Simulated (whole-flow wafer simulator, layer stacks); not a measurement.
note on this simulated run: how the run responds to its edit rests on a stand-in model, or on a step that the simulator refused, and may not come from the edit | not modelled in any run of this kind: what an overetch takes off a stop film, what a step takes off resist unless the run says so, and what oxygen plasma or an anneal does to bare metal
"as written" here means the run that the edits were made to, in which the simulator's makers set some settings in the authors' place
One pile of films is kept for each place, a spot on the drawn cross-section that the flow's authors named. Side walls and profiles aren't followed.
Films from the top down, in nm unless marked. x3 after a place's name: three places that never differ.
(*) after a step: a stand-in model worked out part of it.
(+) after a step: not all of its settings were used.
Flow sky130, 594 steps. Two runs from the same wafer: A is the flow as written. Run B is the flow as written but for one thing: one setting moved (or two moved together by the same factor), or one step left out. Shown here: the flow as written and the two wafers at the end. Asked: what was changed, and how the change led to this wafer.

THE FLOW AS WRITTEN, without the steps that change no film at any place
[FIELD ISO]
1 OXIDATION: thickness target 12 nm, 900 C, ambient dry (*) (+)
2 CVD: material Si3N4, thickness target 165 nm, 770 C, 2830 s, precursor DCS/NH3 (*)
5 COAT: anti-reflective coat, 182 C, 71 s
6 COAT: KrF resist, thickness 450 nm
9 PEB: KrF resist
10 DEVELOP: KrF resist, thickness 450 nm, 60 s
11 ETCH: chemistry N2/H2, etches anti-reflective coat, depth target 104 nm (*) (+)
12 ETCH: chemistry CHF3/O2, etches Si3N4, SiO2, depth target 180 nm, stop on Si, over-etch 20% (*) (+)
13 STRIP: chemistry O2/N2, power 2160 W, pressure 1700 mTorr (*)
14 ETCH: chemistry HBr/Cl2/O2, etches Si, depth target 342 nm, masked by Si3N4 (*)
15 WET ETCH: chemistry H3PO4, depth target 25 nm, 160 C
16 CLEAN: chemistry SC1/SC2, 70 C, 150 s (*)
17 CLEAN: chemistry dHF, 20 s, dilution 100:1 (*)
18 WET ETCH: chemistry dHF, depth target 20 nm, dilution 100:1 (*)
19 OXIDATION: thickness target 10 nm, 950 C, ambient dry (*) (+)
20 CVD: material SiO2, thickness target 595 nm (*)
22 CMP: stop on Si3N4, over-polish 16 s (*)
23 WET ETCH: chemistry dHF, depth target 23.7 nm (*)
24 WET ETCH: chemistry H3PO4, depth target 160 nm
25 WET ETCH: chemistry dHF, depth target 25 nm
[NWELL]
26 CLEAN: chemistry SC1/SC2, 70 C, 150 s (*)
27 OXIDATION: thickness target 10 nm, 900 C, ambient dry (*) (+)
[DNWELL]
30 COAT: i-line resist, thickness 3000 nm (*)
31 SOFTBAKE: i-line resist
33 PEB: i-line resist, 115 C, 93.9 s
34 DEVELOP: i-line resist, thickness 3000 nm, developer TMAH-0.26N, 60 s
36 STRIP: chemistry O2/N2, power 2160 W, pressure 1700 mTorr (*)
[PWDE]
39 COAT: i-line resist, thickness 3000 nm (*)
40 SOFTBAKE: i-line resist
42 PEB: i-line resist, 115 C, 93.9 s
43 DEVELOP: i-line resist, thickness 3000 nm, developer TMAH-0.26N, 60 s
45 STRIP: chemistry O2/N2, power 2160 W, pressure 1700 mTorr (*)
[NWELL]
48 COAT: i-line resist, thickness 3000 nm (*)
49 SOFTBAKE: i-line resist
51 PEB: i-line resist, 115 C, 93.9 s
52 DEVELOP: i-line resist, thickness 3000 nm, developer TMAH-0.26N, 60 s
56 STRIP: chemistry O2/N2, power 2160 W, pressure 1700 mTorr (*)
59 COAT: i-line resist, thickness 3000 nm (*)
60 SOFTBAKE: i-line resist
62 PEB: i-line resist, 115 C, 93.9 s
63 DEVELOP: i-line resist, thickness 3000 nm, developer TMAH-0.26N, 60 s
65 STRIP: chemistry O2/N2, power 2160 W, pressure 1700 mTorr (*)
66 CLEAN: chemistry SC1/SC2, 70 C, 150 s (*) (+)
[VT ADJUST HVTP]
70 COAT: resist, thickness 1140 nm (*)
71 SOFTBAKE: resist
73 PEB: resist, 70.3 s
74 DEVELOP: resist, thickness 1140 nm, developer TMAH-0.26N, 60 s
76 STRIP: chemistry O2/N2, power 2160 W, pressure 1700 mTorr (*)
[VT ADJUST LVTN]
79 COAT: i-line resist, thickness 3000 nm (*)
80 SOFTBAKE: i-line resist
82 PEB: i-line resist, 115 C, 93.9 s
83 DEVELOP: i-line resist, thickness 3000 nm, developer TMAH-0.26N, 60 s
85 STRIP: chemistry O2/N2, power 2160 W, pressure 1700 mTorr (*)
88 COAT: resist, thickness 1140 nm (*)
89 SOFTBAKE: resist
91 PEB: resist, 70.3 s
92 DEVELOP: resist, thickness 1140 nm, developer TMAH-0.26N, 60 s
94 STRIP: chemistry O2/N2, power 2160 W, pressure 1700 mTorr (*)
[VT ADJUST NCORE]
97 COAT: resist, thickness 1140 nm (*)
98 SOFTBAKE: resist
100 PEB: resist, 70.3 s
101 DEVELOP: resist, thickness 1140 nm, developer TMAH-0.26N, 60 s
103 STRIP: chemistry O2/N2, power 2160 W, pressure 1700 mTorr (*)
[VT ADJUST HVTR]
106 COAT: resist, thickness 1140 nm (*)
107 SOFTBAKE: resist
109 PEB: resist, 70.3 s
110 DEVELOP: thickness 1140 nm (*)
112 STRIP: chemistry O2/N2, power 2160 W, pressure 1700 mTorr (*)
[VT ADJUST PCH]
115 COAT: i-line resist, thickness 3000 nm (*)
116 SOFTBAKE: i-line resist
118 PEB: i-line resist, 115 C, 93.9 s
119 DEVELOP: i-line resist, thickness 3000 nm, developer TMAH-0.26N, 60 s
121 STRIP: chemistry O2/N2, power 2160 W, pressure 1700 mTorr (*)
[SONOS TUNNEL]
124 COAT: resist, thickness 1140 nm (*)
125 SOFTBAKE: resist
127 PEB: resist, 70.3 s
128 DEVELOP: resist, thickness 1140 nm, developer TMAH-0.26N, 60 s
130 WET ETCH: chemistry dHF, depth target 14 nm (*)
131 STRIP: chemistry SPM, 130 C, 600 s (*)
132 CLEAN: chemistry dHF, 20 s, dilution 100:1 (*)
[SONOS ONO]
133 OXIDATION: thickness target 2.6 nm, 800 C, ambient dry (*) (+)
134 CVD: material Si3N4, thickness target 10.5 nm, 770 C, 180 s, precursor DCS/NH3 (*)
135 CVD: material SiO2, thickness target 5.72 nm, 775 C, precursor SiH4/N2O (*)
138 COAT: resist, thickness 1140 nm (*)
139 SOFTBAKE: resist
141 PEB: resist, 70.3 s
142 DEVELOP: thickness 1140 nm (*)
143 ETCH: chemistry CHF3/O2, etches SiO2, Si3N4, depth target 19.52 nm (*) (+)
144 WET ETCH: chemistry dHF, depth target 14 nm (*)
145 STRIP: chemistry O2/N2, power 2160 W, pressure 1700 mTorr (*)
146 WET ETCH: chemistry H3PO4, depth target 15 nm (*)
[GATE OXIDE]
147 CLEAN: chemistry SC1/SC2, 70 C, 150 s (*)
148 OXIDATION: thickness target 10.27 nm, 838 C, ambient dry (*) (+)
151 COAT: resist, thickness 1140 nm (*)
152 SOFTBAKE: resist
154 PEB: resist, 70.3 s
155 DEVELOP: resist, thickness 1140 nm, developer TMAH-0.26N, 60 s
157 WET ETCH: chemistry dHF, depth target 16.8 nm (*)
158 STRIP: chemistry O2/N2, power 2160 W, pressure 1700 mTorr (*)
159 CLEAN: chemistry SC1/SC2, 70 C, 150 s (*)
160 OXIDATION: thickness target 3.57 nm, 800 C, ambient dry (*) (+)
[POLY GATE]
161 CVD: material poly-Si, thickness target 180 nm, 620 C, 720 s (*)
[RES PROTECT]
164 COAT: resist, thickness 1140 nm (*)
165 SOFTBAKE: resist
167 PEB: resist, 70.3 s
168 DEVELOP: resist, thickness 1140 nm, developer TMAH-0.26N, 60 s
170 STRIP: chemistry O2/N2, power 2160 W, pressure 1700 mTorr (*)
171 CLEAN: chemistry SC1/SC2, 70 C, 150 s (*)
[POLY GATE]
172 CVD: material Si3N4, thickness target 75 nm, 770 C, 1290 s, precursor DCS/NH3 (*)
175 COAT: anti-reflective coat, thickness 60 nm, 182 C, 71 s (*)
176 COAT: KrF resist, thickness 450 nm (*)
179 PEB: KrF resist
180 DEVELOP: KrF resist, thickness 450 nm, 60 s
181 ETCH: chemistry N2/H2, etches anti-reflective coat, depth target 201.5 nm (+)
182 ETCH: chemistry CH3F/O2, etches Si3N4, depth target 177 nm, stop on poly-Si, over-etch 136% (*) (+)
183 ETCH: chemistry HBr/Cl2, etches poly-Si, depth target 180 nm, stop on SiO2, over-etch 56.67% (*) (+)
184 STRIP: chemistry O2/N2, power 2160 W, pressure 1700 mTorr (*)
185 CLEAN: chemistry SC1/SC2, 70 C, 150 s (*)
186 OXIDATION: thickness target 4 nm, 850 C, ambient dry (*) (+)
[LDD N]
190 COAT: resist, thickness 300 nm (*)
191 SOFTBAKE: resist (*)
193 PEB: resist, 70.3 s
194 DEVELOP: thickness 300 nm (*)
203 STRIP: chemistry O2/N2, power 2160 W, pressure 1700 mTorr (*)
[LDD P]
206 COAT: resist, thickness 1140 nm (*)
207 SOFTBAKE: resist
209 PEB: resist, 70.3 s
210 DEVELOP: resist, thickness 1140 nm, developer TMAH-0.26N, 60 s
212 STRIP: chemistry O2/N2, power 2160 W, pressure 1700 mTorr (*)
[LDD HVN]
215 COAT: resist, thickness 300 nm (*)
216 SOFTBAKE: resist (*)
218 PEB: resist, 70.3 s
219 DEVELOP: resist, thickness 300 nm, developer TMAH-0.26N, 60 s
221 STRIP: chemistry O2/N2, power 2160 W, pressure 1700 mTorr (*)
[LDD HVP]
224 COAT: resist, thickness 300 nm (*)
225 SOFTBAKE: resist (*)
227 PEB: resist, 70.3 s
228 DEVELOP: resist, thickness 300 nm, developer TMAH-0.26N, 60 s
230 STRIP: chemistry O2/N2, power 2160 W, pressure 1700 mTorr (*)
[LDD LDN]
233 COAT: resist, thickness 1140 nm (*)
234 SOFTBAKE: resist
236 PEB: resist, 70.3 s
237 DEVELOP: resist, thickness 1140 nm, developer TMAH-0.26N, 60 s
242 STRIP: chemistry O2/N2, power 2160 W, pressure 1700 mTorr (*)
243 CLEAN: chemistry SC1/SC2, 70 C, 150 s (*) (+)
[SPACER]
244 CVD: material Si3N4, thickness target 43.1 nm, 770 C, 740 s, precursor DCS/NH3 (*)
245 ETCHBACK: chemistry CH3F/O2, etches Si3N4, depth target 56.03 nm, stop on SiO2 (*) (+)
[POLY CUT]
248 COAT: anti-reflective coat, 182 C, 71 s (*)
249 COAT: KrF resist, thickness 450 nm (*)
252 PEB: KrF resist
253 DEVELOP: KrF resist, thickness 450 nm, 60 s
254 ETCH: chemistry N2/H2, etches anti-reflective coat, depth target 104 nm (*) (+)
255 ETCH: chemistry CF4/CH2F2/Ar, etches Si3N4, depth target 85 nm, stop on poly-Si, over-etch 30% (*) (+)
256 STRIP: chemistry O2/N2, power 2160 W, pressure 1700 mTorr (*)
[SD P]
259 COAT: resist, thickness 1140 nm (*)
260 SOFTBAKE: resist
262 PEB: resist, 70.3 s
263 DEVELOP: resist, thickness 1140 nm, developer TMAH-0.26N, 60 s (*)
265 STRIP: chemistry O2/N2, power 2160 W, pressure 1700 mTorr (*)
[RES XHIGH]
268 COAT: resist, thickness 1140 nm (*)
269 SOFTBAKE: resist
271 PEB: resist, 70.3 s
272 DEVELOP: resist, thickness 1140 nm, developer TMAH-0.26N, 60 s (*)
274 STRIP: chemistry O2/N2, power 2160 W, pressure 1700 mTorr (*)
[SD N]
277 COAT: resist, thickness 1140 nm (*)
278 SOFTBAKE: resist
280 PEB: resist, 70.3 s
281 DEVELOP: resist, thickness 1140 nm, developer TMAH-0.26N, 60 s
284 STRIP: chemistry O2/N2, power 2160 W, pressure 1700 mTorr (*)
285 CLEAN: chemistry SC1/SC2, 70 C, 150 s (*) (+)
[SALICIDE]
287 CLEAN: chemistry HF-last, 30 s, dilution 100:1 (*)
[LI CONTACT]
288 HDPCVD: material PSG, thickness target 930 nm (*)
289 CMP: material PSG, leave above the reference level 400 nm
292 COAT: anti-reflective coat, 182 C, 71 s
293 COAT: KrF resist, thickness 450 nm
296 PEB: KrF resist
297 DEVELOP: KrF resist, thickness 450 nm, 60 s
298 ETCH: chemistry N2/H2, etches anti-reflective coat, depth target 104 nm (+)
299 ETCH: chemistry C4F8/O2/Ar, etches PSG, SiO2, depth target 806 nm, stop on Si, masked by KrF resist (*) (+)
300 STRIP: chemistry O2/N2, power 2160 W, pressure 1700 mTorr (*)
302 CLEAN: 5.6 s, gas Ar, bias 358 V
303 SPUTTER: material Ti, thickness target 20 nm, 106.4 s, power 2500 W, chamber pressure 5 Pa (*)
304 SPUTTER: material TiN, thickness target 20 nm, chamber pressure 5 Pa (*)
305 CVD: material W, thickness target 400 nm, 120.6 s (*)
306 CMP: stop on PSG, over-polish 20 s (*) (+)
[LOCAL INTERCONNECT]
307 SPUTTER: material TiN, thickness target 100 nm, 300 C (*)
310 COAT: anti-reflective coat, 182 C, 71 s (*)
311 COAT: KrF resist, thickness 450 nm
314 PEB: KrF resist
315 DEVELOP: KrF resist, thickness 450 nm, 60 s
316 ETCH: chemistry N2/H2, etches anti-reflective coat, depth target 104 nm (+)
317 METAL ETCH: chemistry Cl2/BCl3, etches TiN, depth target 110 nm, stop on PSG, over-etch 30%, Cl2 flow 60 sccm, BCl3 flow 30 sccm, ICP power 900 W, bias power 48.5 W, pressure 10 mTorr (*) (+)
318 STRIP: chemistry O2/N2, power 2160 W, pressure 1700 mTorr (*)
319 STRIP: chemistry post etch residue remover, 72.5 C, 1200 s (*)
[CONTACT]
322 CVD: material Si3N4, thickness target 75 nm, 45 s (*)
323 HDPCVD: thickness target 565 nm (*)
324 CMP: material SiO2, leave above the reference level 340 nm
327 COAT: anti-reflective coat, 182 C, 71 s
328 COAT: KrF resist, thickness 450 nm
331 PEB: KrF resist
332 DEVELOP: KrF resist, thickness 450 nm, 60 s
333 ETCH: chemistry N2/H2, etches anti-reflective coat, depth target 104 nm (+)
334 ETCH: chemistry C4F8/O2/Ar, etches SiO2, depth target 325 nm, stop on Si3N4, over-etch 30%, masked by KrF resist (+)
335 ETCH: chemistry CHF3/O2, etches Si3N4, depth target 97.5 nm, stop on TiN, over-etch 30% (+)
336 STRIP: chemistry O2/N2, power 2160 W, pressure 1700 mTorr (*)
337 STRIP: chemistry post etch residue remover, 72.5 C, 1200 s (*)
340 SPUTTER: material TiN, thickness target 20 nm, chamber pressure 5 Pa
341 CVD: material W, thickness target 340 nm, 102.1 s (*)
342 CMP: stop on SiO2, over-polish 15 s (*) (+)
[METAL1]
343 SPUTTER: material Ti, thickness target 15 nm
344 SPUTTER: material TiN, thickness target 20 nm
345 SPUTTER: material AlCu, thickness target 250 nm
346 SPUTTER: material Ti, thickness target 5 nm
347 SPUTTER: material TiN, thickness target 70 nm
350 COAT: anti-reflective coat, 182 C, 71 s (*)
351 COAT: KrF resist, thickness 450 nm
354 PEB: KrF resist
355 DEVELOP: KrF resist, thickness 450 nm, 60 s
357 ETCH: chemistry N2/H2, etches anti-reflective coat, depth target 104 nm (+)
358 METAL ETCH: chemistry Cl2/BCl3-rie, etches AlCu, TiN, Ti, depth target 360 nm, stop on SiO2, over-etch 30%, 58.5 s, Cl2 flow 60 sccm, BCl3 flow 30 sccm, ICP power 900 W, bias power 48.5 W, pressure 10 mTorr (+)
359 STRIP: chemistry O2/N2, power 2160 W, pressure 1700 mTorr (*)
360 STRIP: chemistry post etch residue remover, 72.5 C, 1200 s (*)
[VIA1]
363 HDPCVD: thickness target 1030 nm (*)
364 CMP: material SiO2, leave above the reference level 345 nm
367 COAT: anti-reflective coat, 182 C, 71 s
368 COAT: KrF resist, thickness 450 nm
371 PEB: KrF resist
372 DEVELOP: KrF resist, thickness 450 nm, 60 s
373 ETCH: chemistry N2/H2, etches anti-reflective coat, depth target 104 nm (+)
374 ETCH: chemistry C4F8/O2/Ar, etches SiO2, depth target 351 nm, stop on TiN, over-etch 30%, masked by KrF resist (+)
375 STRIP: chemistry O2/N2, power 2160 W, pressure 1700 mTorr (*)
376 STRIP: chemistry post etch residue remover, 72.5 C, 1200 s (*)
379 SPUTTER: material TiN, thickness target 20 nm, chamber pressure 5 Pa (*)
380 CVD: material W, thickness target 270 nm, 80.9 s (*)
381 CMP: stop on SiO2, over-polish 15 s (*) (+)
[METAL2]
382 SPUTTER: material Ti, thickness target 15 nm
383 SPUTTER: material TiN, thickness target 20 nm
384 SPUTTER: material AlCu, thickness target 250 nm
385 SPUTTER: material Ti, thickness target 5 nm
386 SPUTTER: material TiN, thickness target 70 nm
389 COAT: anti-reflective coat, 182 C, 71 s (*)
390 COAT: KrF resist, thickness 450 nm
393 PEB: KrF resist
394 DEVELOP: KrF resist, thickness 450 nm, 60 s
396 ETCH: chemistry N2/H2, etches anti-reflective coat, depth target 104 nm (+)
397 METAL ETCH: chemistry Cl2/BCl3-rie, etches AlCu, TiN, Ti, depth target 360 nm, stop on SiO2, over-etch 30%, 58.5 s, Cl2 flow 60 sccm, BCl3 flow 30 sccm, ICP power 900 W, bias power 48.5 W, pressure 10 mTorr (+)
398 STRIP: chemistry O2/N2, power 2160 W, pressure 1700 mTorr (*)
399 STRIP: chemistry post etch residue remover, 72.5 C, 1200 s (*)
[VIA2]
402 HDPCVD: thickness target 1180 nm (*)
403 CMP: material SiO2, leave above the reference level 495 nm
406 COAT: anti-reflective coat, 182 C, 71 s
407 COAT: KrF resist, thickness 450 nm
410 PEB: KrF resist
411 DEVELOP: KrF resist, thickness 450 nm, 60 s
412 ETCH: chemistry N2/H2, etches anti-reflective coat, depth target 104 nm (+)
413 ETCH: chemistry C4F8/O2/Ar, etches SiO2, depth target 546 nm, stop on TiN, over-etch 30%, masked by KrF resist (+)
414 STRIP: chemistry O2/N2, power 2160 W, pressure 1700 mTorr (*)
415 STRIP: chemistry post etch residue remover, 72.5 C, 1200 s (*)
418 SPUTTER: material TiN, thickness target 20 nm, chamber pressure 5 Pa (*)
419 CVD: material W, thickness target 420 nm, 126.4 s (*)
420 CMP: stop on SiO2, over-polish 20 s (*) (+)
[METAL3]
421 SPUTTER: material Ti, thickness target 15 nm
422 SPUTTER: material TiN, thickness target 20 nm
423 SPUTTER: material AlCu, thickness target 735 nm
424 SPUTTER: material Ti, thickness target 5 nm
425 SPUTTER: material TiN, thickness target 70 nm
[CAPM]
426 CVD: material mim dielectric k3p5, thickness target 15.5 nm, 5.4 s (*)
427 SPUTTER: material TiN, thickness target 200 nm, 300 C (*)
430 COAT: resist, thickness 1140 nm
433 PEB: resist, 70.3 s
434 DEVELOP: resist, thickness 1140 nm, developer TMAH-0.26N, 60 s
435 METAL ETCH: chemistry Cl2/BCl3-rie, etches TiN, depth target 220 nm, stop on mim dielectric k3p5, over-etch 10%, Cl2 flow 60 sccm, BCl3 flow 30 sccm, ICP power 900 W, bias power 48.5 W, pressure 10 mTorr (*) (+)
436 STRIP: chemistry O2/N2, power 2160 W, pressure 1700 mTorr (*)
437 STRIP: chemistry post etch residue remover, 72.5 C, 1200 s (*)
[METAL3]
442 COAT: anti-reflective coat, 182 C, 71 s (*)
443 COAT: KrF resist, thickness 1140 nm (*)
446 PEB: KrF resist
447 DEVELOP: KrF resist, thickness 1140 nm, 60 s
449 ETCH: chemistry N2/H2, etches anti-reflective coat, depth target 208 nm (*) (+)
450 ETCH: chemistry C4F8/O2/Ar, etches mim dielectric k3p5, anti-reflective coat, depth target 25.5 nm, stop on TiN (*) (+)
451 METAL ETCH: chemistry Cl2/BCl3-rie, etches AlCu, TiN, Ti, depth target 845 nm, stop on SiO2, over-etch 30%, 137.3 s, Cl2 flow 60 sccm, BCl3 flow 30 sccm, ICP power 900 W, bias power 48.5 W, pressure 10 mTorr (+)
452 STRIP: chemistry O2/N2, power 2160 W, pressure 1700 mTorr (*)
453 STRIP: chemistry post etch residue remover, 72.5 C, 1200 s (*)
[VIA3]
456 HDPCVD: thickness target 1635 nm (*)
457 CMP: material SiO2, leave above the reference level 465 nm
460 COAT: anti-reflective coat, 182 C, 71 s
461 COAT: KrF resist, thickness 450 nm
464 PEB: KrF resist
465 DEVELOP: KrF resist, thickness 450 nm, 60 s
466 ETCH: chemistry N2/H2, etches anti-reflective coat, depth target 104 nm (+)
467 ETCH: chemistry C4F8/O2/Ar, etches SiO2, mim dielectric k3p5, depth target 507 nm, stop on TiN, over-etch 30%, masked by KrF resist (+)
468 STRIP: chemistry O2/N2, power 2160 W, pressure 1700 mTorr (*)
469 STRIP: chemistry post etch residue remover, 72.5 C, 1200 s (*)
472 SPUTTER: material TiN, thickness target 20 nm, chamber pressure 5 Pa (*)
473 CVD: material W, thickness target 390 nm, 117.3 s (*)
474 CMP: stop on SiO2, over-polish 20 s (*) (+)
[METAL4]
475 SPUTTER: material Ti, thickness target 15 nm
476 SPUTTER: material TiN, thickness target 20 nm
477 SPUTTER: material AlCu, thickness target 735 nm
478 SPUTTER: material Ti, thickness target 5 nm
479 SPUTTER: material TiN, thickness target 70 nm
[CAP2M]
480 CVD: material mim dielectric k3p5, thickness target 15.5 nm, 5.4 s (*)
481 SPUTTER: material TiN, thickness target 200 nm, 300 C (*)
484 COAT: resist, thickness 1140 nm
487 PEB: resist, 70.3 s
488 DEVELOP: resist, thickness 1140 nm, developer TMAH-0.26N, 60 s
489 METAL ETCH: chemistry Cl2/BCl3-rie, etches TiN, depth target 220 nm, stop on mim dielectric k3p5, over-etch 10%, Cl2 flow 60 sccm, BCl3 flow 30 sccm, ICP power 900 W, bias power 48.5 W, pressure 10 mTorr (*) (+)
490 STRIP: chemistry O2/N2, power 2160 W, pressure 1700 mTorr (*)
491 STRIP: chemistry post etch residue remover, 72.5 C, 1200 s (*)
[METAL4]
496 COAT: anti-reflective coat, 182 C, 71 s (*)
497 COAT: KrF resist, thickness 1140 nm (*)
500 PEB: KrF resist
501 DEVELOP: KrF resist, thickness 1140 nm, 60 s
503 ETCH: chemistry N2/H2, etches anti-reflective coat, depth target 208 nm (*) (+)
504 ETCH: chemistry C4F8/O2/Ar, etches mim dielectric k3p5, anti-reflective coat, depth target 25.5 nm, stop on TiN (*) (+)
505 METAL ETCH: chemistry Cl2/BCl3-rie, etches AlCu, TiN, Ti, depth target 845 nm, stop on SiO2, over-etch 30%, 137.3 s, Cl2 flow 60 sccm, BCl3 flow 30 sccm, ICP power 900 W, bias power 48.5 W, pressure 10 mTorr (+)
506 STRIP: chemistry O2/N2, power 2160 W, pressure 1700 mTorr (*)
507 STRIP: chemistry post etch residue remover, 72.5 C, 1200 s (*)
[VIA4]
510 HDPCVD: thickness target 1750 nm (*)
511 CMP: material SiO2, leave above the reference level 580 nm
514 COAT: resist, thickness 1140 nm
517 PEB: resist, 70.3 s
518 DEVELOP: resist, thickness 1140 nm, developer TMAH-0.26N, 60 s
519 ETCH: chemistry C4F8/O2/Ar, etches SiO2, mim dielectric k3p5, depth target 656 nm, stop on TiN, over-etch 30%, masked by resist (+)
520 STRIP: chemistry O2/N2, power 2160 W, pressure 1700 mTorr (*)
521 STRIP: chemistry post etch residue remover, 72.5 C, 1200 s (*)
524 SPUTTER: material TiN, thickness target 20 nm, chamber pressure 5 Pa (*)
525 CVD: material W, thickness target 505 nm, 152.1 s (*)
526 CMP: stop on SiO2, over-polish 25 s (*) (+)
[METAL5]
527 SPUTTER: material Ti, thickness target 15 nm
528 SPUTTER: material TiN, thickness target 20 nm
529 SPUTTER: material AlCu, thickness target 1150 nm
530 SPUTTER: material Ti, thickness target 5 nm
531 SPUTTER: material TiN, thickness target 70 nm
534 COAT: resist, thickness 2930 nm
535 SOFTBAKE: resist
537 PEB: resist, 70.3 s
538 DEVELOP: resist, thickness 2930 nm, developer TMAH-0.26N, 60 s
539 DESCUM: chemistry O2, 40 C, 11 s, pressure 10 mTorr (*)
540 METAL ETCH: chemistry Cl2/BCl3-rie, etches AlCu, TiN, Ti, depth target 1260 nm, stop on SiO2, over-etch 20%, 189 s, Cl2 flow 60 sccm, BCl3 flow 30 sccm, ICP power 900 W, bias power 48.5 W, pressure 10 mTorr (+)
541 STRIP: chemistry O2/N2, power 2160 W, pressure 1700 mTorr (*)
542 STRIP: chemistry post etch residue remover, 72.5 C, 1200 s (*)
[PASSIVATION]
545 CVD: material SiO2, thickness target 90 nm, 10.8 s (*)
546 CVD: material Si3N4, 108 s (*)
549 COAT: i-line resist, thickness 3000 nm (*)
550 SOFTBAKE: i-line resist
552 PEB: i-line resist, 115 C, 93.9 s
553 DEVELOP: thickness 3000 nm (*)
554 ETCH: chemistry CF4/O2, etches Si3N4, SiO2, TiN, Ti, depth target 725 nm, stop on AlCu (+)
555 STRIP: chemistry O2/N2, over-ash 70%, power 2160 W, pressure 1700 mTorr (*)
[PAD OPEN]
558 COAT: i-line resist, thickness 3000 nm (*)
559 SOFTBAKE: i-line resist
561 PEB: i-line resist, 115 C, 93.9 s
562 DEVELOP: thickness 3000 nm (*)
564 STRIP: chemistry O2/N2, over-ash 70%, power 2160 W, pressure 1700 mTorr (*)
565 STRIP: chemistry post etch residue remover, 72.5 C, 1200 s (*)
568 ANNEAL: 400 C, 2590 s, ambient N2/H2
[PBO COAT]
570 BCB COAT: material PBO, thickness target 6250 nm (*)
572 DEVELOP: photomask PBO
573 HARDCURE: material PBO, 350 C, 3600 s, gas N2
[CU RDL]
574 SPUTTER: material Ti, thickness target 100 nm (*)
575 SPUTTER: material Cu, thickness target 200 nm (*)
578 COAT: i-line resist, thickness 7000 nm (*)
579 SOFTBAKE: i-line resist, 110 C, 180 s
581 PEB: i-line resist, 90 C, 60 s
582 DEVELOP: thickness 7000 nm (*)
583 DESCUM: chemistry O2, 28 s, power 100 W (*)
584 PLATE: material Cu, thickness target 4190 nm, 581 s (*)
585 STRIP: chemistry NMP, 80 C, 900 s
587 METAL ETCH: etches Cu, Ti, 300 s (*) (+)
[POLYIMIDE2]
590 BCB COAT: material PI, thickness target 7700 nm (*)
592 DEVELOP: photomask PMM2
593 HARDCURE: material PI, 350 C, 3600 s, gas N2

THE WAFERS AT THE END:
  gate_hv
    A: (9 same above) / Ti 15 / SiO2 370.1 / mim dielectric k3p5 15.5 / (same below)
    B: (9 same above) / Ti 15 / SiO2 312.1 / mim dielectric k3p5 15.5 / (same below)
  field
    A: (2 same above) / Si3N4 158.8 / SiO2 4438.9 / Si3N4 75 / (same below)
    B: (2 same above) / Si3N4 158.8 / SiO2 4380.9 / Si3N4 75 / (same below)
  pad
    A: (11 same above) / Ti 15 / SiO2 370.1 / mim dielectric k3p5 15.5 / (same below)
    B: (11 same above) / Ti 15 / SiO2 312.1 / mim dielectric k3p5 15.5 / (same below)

The cause: step 457, CMP: leave above the reference level 407 nm was run, where the flow has leave above the reference level 465 nm.

How the change led to this, step by step:
  457 CMP: material SiO2, leave above the reference level 465 nm
      n_well, p_well, gate_hv and 99 more: A SiO2 -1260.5 | B SiO2 -1318.5
      field, active, gate and 82 more: A SiO2 -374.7 | B SiO2 -432.7
      (and at 5 more places)
  467 ETCH: chemistry C4F8/O2/Ar, etches SiO2, mim dielectric k3p5, depth target 507 nm, stop on TiN, over-etch 30%, masked by KrF resist (+)
      field, active, n_well and 187 more: A KrF resist -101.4 | B KrF resist -86.3
      m1: A SiO2 -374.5 (all of it), mim dielectric k3p5 -15.5 (all of it) | B SiO2 -316.5 (all of it), mim dielectric k3p5 -15.5 (all of it)
      (and at 1 more place)
  468 STRIP: chemistry O2/N2, power 2160 W, pressure 1700 mTorr (*)
      field, active, n_well and 187 more: A KrF resist -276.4 (all of it), anti-reflective coat -80 (all of it) | B KrF resist -291.5 (all of it), anti-reflective coat -80 (all of it)
  472 SPUTTER: material TiN, thickness target 20 nm, chamber pressure 5 Pa (*)
      m1, via3_hole: A TiN +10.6 | B TiN +11.4
  473 CVD: material W, thickness target 390 nm, 117.3 s (*)
      m1: A W +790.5 (new film) | B W +731.7 (new film)
      via3_hole: A W +789.9 (new film) | B W +731 (new film)
